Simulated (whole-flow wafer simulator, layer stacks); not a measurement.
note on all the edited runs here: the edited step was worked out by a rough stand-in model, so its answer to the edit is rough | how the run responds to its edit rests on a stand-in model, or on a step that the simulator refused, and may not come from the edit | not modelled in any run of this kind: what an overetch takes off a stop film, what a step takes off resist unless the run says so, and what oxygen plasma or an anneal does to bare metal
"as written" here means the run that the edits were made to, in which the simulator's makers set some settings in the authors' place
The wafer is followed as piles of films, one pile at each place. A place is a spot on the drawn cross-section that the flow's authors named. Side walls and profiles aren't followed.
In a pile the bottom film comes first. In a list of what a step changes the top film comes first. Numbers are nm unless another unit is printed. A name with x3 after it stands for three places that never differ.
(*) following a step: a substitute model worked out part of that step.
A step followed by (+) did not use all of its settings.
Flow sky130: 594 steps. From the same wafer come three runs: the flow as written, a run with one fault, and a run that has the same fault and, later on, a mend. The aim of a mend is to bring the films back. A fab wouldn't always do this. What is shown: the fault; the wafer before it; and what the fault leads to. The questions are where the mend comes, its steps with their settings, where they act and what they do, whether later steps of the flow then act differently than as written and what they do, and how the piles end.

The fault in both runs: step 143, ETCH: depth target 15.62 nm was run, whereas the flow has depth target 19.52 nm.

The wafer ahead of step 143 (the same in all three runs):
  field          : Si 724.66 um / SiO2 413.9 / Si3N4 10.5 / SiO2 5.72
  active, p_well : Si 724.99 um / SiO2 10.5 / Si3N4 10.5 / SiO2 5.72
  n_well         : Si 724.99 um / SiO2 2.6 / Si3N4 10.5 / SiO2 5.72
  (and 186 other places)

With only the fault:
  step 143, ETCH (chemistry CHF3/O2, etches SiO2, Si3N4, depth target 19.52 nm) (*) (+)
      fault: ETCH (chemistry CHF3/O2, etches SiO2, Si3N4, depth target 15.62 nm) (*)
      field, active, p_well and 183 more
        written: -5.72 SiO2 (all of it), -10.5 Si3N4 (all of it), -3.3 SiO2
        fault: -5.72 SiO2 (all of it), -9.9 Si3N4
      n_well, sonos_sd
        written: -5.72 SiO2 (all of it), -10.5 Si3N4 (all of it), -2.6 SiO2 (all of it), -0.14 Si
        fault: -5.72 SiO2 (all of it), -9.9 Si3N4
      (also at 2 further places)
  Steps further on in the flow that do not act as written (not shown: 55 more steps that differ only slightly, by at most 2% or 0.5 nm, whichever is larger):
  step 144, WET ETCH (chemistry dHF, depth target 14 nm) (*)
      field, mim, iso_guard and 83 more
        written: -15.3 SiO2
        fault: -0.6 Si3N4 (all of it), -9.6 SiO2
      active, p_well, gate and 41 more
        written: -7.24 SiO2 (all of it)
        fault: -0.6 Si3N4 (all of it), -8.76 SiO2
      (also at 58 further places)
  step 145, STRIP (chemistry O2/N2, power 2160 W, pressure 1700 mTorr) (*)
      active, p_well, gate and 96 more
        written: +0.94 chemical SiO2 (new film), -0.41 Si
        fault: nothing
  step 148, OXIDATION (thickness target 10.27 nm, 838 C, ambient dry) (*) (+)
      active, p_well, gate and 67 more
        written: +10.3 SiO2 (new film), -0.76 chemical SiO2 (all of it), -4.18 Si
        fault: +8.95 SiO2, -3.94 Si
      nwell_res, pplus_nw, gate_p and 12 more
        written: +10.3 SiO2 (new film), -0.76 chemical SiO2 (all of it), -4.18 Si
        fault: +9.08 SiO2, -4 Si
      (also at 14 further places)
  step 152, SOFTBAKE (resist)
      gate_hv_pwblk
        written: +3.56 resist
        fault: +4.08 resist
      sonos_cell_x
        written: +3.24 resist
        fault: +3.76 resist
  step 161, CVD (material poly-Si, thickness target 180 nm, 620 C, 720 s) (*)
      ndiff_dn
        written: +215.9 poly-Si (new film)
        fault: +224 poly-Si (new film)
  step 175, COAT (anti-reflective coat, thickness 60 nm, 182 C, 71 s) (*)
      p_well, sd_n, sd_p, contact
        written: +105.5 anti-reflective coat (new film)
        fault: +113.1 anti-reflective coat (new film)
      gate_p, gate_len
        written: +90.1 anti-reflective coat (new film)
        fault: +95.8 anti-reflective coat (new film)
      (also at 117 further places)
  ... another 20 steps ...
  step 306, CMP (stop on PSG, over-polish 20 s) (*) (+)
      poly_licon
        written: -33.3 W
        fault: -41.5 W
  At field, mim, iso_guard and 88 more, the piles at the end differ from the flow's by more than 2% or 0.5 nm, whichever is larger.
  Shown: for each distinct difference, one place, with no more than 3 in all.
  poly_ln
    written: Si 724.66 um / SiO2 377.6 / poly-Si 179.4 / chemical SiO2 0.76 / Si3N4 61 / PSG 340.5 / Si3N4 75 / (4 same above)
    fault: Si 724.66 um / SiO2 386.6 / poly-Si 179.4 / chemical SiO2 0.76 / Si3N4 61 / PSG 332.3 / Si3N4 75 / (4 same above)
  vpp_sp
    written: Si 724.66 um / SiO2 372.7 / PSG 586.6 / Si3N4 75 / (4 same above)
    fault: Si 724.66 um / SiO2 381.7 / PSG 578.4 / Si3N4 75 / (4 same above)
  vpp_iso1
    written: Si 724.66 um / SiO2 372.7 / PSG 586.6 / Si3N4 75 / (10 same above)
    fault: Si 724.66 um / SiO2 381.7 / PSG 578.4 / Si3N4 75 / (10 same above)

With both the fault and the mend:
  The mend follows step 143.
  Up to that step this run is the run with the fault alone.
  step 143a, ETCH (chemistry CHF3/O2, etches SiO2, Si3N4, depth target 3.904 nm) (*) (+) (the flow's step 143, run once more with other settings)
      field, active, p_well and 183 more
        -0.6 Si3N4 (all of it), -3.3 SiO2
      n_well, sonos_sd
        -0.6 Si3N4 (all of it), -2.6 SiO2 (all of it), -0.14 Si
      sonos_cell, sonos_cell_x
        -3.25 resist
  Later steps of the flow that are run all act as written at every place that is followed, up to a difference of at most 2% or 0.5 nm, whichever is larger.
  By the end, the piles equal the flow's at every place that both follow.
